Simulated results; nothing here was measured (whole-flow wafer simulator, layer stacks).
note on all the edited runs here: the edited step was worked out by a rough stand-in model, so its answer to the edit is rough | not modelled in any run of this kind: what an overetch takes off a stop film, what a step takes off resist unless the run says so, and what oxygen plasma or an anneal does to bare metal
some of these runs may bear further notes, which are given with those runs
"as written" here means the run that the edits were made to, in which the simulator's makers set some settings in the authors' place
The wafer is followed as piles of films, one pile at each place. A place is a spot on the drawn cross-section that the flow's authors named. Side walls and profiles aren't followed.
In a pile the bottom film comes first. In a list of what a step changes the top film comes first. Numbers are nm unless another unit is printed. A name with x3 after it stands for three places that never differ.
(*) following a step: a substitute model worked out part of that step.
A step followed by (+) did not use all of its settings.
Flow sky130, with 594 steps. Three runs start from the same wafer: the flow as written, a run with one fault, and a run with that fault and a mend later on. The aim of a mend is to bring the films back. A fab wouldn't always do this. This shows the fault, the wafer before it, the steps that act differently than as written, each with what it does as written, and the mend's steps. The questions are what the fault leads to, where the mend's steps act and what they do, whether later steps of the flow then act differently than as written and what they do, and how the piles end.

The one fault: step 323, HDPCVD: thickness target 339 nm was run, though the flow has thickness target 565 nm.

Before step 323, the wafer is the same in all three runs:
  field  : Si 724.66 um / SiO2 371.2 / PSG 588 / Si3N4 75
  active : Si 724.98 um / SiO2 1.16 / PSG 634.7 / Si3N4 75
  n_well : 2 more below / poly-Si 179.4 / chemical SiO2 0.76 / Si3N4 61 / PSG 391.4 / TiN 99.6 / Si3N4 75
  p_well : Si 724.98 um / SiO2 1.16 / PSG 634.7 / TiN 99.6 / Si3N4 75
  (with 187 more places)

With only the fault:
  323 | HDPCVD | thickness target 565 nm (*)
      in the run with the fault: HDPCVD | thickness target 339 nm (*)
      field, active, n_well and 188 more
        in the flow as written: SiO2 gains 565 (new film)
        in the run with the fault: SiO2 gains 339 (new film)
  Steps further on in the flow that do not act as written (21 other steps are not shown; they differ only slightly, by no more than 2% or 0.5 nm, whichever is larger):
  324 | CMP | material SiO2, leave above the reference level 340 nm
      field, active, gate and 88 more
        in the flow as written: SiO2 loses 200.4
        in the run with the fault: nothing
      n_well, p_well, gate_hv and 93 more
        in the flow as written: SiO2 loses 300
        in the run with the fault: SiO2 loses 74
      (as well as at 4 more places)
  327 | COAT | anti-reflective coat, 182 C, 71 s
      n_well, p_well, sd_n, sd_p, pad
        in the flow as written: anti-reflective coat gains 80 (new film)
        in the run with the fault: anti-reflective coat gains 54.5 (new film)
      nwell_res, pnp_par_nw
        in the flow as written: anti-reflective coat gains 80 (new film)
        in the run with the fault: anti-reflective coat gains 71.9 (new film)
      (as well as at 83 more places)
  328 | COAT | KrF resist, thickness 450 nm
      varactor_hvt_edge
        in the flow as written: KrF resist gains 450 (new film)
        in the run with the fault: KrF resist gains 439.7 (new film)
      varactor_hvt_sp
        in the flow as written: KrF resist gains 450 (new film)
        in the run with the fault: KrF resist gains 440.6 (new film)
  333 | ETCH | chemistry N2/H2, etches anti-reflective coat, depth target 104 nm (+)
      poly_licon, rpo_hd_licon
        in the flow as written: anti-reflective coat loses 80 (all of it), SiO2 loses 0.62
        in the run with the fault: anti-reflective coat loses 59.7 (all of it), SiO2 loses 1.13
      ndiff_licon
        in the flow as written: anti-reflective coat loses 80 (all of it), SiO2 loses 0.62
        in the run with the fault: anti-reflective coat loses 72.8 (all of it), SiO2 loses 0.8
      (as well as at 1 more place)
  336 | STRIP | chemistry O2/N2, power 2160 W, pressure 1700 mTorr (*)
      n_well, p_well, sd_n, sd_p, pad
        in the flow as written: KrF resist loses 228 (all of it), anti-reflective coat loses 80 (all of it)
        in the run with the fault: KrF resist loses 229.2 (all of it), anti-reflective coat loses 54.5 (all of it)
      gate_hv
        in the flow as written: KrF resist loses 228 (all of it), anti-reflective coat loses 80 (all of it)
        in the run with the fault: KrF resist loses 229.2 (all of it), anti-reflective coat loses 77.7 (all of it)
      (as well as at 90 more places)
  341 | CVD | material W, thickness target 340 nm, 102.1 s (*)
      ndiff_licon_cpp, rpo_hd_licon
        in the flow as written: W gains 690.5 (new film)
        in the run with the fault: W gains 664.5 (new film)
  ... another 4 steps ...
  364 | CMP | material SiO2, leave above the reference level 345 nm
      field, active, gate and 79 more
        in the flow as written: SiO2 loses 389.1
        in the run with the fault: SiO2 loses 397.2
  At field, active, gate and 90 more, the piles at the end differ from the flow's by more than 2% or 0.5 nm, whichever is larger.
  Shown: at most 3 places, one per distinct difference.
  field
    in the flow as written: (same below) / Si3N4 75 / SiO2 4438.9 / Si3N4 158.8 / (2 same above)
    in the run with the fault: (same below) / Si3N4 75 / SiO2 339 / TiN 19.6 / SiO2 4080.3 / Si3N4 158.8 / (2 same above)
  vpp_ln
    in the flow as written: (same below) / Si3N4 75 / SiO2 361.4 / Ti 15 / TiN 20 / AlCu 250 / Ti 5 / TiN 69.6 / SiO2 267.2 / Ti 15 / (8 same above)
    in the run with the fault: (same below) / Si3N4 75 / SiO2 339 / TiN 20 / W 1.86 / Ti 15 / TiN 20 / AlCu 250 / Ti 5 / TiN 69.6 / SiO2 267.8 / Ti 15 / (8 same above)
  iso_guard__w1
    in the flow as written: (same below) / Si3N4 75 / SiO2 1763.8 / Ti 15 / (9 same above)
    in the run with the fault: (same below) / Si3N4 75 / SiO2 339 / TiN 19.6 / SiO2 1405.2 / Ti 15 / (9 same above)

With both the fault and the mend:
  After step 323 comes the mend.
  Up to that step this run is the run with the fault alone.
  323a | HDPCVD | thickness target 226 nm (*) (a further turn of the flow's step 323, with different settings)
      field, active, n_well and 188 more
        SiO2 gains 226
  None of the later steps of the flow acts differently than as written at any place that is followed.
  At every place that both follow, the piles at the end match the flow's.
